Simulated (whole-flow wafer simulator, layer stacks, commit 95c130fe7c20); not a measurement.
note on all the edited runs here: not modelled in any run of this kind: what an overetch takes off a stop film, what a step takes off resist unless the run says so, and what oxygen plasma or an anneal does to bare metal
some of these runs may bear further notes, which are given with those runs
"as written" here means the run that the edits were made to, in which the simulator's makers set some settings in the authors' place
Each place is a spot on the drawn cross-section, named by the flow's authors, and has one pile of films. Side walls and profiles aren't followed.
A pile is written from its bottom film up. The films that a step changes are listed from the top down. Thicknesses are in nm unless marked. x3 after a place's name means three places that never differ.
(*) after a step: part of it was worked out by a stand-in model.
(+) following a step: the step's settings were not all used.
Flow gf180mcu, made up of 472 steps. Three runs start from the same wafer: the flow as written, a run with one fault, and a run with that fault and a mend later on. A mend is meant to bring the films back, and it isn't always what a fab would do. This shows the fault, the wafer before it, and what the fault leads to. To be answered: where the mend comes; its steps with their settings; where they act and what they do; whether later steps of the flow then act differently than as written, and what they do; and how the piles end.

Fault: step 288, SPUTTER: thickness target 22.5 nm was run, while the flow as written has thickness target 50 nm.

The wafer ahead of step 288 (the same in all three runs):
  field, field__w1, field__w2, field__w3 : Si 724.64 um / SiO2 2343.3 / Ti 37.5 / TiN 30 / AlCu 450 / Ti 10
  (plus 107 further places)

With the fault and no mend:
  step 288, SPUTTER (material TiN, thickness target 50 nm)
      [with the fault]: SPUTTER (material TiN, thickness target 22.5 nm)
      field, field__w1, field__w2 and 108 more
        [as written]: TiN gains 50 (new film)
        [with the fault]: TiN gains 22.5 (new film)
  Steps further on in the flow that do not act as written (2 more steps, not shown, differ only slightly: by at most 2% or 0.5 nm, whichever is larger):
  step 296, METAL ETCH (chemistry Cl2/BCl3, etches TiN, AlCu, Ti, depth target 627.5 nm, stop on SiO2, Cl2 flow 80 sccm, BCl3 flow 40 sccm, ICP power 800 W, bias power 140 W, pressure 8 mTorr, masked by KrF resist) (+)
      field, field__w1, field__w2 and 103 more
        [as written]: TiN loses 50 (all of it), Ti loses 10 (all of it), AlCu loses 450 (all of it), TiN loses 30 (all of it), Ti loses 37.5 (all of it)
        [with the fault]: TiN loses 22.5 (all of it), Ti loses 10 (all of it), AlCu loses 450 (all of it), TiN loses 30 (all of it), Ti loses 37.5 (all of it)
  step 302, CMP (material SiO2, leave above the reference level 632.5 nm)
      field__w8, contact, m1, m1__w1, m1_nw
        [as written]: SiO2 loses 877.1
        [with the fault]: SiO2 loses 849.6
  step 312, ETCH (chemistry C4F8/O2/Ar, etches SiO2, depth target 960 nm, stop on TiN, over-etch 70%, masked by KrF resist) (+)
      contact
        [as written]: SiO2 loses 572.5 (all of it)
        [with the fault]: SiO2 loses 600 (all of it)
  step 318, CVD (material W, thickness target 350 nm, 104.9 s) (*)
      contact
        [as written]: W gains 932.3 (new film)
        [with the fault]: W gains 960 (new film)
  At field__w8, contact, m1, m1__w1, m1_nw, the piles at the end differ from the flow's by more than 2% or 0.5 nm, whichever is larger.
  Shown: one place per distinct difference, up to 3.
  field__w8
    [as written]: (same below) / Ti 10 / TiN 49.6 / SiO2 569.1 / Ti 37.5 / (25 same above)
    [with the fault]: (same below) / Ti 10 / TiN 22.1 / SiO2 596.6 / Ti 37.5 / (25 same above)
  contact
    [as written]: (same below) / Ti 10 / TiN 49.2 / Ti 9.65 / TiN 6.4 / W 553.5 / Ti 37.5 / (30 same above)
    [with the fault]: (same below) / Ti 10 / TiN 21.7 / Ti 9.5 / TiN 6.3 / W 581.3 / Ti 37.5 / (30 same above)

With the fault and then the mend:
  The mend stands after step 295.
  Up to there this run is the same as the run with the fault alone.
  step 295a, STRIP (chemistry O2/N2, power 2160 W, pressure 1700 mTorr) (*)
      field__w8, contact, m1, m1__w1, m1_nw
        KrF resist loses 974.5 (all of it)
  step 295b, SPUTTER (material TiN, thickness target 27.5 nm) (a further turn of the flow's step 288, with different settings)
      field, field__w1, field__w2 and 108 more
        TiN gains 27.5
  step 295c, HMDS (120 C, 60 s) (a further turn of the flow's step 290)
      alters no film at any place that is followed
  step 295d, COAT (KrF resist, thickness 1000 nm) (a further turn of the flow's step 291)
      field, field__w1, field__w2 and 108 more
        KrF resist gains 1000 (new film)
  step 295e, SOFTBAKE (KrF resist) (a further turn of the flow's step 292)
      alters no film at any place that is followed
  step 295f, EXPOSE (photomask Metal2) (a further turn of the flow's step 293)
      alters no film at any place that is followed
  step 295g, PEB (KrF resist, 135 C, 90 s) (a further turn of the flow's step 294)
      field, field__w1, field__w2 and 108 more
        KrF resist loses 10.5
  step 295h, DEVELOP (thickness 1000 nm, 60 s) (a further turn of the flow's step 295)
      field, field__w1, field__w2 and 103 more
        KrF resist loses 989.5 (all of it)
      field__w8, contact, m1, m1__w1, m1_nw
        KrF resist loses 14.9
  None of the later steps of the flow acts differently than as written at any place that is followed.
  At every place that both follow, the piles at the end match the flow's.
